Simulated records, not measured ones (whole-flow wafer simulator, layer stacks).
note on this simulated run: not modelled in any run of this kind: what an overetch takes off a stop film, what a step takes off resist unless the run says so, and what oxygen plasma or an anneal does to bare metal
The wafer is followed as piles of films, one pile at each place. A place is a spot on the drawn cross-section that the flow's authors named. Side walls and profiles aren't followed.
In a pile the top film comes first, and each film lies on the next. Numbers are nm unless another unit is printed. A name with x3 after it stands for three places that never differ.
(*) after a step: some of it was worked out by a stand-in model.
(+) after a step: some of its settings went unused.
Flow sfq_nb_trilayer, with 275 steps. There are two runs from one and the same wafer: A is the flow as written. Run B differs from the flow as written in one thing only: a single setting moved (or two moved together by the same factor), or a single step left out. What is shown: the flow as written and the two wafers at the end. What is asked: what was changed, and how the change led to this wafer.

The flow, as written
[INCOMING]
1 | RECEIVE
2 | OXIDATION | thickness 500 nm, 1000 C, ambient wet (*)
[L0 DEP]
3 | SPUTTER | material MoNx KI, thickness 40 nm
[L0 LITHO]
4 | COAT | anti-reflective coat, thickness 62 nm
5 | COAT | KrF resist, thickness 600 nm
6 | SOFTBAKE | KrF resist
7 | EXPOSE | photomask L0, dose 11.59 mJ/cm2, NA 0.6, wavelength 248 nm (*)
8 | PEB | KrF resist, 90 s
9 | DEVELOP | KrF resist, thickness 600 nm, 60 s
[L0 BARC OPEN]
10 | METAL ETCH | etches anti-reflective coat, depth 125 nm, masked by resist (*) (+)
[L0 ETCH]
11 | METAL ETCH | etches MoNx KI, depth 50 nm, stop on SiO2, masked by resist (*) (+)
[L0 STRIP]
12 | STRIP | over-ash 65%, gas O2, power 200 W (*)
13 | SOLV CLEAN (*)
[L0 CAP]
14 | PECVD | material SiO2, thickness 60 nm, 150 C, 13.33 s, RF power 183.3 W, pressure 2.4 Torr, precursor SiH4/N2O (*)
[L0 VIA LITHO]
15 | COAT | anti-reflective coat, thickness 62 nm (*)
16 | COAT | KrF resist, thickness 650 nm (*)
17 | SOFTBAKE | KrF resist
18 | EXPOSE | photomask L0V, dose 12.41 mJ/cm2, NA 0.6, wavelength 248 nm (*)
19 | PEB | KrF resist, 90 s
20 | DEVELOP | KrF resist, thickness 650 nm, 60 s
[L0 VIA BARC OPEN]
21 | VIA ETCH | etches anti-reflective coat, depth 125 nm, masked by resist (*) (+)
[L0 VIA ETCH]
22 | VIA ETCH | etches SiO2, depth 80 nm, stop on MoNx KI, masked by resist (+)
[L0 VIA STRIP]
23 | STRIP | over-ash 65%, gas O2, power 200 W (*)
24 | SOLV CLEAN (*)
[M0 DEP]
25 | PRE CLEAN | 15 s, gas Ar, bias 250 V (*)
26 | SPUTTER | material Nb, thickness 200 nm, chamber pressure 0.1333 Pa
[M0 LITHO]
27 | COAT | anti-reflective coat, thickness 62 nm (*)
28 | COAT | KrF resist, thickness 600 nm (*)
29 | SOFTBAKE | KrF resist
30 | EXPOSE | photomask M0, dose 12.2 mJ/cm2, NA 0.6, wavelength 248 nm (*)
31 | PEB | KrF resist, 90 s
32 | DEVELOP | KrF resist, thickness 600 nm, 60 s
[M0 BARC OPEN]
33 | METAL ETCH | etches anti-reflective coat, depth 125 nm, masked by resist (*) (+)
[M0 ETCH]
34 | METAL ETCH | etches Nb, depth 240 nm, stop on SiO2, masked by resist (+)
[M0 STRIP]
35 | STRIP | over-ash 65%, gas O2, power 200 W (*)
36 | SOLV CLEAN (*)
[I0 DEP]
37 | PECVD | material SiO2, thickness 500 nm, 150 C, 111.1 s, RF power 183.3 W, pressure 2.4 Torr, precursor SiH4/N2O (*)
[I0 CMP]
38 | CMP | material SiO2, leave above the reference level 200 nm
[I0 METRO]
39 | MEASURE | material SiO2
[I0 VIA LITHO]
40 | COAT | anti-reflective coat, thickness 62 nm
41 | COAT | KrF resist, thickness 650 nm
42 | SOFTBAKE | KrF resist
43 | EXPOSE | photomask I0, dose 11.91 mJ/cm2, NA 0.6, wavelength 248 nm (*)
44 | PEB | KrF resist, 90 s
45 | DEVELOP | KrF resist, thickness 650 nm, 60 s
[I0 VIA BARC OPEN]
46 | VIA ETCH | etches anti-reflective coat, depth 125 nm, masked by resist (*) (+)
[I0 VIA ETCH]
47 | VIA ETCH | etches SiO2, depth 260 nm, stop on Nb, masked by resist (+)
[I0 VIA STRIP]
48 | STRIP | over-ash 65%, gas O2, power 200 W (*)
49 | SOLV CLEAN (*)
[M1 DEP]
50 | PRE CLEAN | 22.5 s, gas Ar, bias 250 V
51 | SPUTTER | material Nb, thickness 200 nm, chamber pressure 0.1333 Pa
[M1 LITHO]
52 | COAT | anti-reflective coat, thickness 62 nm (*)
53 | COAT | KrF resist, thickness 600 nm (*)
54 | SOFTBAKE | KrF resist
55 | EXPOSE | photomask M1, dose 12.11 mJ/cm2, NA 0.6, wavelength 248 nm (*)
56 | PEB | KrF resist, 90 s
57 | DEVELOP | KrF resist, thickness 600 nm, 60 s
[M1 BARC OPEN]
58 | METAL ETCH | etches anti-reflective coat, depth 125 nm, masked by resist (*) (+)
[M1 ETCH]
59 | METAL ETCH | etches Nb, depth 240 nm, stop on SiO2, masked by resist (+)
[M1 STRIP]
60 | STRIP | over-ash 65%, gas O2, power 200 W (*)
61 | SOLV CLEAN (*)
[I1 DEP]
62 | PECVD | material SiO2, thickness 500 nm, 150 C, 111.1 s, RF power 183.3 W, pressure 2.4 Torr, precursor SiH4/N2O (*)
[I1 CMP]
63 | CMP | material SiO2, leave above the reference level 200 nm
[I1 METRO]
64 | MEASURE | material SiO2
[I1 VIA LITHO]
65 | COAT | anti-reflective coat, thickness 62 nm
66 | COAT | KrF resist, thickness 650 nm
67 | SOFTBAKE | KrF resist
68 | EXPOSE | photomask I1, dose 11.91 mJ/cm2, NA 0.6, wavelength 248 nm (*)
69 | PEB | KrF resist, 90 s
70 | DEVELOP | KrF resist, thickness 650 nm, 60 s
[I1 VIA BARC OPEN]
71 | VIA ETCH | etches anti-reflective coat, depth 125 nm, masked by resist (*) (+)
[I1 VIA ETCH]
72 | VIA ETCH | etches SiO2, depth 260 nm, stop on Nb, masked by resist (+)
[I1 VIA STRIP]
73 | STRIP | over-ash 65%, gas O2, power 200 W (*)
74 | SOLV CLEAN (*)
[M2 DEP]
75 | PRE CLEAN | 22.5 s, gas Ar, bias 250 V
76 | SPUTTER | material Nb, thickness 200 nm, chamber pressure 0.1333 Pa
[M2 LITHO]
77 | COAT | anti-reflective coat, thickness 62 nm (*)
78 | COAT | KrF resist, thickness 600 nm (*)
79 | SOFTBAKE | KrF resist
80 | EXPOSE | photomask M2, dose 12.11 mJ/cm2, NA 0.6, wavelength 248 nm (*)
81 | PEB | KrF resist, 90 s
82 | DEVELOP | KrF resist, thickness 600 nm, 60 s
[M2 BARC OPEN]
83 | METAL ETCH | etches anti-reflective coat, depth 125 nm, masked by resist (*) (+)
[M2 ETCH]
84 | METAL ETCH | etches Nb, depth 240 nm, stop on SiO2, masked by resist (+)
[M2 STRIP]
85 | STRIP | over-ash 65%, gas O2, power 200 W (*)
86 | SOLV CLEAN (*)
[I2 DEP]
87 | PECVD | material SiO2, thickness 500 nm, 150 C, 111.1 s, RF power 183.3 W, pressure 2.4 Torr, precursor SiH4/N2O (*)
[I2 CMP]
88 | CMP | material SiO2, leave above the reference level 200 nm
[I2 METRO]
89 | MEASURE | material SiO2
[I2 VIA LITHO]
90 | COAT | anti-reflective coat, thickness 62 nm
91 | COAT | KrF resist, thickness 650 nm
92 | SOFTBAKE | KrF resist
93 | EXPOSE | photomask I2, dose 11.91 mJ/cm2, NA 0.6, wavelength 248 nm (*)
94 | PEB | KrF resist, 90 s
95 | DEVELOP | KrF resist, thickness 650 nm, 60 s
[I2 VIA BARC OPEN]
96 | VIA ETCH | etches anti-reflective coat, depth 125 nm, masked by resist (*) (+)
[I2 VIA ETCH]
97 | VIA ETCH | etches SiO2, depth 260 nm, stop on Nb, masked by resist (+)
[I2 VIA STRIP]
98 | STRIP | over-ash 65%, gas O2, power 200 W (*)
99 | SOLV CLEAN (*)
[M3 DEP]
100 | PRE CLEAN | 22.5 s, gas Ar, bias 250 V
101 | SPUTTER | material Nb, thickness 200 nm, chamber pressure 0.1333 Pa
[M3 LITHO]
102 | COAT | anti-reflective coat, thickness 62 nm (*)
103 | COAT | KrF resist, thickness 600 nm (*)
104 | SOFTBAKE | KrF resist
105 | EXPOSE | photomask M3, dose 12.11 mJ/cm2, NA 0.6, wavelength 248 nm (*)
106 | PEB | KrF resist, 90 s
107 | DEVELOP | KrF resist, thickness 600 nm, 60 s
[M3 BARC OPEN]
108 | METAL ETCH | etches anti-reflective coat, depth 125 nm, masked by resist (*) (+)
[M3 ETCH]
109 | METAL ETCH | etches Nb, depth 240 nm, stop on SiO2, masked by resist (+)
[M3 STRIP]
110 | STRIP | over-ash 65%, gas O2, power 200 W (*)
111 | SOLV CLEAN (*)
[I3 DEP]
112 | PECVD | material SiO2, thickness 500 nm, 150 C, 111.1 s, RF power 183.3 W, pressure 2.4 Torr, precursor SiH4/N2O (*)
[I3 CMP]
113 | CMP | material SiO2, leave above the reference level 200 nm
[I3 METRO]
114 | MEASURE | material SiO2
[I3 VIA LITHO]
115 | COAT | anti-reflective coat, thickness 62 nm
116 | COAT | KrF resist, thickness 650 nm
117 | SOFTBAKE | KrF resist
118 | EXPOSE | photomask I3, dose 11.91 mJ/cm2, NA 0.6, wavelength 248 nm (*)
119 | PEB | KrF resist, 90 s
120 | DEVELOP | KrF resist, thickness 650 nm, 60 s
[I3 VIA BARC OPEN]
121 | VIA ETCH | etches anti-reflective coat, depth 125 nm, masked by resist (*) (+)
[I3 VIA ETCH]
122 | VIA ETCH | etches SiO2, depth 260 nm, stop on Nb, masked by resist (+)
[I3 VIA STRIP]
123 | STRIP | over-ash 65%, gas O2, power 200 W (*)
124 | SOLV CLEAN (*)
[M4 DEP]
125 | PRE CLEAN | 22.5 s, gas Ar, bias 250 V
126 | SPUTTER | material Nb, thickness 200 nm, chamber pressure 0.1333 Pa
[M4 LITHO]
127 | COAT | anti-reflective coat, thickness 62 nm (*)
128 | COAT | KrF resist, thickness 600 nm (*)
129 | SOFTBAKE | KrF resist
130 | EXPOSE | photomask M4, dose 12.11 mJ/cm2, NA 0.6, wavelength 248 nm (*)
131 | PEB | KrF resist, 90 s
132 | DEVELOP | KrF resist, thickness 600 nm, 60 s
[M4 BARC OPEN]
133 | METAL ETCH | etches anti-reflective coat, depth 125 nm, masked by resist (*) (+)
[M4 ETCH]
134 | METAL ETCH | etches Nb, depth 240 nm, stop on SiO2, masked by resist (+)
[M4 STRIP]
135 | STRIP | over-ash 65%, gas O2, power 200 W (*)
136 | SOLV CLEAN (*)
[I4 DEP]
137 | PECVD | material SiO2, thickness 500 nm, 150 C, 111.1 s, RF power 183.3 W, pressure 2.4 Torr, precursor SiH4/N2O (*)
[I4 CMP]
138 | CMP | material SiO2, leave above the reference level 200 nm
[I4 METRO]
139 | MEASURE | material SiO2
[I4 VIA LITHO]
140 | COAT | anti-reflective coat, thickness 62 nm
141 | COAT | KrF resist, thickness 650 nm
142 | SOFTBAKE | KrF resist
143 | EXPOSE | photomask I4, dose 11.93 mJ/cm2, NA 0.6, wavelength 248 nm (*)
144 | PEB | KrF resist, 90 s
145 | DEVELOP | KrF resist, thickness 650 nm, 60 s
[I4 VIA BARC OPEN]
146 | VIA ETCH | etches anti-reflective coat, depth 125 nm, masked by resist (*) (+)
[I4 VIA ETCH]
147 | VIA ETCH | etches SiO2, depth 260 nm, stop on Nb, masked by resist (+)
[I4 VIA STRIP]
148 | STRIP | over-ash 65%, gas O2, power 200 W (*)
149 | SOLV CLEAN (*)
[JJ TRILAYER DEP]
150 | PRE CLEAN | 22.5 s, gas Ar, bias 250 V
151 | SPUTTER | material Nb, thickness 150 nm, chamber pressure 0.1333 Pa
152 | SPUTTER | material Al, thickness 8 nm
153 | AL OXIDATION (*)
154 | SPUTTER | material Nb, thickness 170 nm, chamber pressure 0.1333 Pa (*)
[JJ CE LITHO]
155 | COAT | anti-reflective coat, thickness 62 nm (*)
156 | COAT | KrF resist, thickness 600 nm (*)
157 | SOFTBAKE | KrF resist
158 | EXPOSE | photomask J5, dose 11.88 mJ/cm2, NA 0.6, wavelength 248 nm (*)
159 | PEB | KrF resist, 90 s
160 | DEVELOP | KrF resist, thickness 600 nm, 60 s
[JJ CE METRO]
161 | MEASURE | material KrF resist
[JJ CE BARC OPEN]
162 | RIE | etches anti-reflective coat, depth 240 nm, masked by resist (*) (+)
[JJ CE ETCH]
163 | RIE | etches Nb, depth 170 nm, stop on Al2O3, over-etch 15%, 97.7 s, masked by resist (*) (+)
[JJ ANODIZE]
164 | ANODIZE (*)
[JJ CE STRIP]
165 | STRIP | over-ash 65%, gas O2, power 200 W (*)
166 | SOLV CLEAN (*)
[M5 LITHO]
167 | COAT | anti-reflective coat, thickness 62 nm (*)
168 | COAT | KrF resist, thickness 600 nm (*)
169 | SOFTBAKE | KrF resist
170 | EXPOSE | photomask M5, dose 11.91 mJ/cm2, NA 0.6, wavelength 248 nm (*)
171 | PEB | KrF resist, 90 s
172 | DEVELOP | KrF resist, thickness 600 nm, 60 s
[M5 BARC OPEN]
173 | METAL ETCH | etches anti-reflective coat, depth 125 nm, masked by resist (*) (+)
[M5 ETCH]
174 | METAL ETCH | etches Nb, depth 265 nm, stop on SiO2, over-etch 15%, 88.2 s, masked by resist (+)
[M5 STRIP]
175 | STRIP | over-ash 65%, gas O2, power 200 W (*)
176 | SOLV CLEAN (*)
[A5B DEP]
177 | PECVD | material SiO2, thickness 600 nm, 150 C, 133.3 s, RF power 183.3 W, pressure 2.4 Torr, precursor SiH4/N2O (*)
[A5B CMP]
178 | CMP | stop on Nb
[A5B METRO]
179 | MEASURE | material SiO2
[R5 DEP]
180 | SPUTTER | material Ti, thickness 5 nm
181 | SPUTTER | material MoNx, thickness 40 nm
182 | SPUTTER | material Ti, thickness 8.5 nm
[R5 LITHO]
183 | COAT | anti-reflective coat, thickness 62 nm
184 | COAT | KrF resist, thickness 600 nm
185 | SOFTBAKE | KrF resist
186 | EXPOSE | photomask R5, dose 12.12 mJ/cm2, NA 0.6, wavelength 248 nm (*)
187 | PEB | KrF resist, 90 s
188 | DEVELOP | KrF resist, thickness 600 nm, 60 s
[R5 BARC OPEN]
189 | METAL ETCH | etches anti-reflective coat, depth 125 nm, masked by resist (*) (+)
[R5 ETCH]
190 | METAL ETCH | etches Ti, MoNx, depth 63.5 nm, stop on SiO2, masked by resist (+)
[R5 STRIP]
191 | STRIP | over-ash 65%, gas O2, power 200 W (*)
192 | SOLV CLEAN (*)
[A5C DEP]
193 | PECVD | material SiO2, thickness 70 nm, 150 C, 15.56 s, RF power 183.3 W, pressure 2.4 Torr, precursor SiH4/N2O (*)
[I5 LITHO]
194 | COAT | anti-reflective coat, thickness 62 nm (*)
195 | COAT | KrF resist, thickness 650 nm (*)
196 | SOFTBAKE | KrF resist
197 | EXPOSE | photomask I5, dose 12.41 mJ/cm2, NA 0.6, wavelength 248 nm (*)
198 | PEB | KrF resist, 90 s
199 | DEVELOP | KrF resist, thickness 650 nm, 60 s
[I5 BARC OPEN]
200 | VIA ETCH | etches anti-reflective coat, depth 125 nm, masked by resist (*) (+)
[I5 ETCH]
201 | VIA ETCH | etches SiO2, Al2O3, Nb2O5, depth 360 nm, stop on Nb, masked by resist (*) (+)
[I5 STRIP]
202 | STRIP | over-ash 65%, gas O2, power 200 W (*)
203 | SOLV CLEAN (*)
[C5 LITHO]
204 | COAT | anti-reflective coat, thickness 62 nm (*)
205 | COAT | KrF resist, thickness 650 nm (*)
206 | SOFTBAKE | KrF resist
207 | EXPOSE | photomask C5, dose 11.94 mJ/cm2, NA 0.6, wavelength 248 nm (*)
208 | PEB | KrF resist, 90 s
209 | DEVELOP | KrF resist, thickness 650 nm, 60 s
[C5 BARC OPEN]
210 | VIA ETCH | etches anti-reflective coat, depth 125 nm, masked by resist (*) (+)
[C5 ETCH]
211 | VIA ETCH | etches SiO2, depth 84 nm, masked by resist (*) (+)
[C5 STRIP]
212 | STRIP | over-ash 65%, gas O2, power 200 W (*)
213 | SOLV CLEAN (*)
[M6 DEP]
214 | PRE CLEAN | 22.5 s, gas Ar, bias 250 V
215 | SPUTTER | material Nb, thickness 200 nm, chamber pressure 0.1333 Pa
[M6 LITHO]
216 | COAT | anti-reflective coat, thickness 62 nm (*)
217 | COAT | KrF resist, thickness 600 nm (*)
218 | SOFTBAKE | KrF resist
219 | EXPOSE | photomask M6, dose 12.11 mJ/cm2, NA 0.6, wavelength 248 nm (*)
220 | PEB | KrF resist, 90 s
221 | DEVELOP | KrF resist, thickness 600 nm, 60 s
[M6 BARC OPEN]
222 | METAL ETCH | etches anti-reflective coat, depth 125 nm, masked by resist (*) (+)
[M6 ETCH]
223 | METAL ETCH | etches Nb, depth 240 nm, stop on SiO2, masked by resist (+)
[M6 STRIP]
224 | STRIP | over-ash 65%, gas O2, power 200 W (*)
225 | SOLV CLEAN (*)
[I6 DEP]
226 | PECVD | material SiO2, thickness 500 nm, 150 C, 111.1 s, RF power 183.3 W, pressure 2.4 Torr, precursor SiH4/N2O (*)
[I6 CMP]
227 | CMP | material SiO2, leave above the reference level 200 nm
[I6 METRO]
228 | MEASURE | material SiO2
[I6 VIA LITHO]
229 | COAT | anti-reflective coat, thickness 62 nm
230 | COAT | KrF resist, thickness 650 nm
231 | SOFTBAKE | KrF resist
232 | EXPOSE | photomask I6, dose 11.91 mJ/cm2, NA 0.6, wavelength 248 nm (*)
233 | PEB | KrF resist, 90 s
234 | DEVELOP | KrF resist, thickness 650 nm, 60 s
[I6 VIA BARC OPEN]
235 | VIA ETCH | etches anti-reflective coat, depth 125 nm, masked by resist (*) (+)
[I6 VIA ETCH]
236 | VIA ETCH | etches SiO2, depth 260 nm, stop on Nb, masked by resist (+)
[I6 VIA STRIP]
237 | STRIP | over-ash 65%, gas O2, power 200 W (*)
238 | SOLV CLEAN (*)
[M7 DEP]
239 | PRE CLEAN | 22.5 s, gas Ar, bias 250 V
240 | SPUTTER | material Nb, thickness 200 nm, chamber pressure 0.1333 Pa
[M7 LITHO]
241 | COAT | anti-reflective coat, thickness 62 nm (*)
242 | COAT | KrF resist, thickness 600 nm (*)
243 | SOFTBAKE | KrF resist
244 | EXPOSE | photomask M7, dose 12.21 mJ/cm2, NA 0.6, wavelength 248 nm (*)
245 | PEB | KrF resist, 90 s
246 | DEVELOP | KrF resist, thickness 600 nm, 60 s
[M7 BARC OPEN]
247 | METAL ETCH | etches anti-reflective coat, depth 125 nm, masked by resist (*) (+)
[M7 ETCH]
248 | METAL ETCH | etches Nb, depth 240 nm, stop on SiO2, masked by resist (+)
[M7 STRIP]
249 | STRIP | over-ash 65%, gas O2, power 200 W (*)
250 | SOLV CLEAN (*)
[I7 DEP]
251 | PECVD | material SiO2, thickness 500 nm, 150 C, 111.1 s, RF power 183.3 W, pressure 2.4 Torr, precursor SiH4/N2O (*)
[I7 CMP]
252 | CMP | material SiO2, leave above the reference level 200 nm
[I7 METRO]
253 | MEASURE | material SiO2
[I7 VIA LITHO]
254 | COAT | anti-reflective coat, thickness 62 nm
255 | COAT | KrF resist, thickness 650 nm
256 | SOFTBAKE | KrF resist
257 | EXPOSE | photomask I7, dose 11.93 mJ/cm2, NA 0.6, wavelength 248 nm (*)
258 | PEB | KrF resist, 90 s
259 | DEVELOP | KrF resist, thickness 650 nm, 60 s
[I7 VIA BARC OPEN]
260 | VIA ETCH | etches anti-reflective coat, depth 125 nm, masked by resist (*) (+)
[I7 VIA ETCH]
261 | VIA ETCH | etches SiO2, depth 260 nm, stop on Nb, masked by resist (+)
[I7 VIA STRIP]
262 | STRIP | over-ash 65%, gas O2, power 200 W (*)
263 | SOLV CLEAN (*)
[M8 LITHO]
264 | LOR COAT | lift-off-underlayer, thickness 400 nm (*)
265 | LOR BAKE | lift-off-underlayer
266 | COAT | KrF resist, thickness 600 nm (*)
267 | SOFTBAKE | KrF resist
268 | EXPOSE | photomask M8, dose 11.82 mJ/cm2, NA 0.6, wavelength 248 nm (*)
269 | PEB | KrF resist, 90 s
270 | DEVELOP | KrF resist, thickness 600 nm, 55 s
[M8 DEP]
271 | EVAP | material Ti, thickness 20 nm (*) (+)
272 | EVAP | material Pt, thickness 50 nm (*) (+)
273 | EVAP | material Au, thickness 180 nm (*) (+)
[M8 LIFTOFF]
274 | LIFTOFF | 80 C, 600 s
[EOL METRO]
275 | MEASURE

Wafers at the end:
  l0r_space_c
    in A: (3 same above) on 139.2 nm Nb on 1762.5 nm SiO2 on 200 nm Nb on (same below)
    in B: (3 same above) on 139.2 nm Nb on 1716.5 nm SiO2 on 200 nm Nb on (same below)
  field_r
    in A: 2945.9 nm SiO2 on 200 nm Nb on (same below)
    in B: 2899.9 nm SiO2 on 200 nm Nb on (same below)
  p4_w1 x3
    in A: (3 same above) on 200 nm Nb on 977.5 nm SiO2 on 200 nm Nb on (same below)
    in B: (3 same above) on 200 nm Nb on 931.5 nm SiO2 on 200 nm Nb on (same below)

What caused this: step 63, CMP: leave above the reference level 154 nm was run, whereas the flow has leave above the reference level 200 nm.

How this came from the change, step by step:
  63 | CMP | material SiO2, leave above the reference level 200 nm
      field_l, be, be_sur and 72 more: A -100 SiO2 | B -146 SiO2
      v_sur, via_wl, via_wr and 20 more: A -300 SiO2 | B -346 SiO2
      (and at 8 other places as well)
  72 | VIA ETCH | etches SiO2, depth 260 nm, stop on Nb, masked by resist (+)
      field_l, v_sur, via_wl and 102 more: A -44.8 KrF resist | B -39.8 KrF resist
      via_v: A -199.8 SiO2 (all of it) | B -153.8 SiO2 (all of it)
  76 | SPUTTER | material Nb, thickness 200 nm, chamber pressure 0.1333 Pa
      via_v: A +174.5 Nb | B +183.9 Nb
  77 | COAT | anti-reflective coat, thickness 62 nm (*)
      via_v: A +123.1 anti-reflective coat (new film) | B +112 anti-reflective coat (new film)
  78 | COAT | KrF resist, thickness 600 nm (*)
      via_v: A +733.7 KrF resist (new film) | B +696.6 KrF resist (new film)
  85 | STRIP | over-ash 65%, gas O2, power 200 W (*)
      via_v: A -515.8 KrF resist (all of it), -123.1 anti-reflective coat (all of it) | B -478.7 KrF resist (all of it), -112 anti-reflective coat (all of it)
  87 | PECVD | material SiO2, thickness 500 nm, 150 C, 111.1 s, RF power 183.3 W, pressure 2.4 Torr, precursor SiH4/N2O (*)
      via_v: A +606 SiO2 (new film) | B +526.1 SiO2 (new film)
  88 | CMP | material SiO2, leave above the reference level 200 nm
      via_v: A -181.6 SiO2 | B -157.1 SiO2
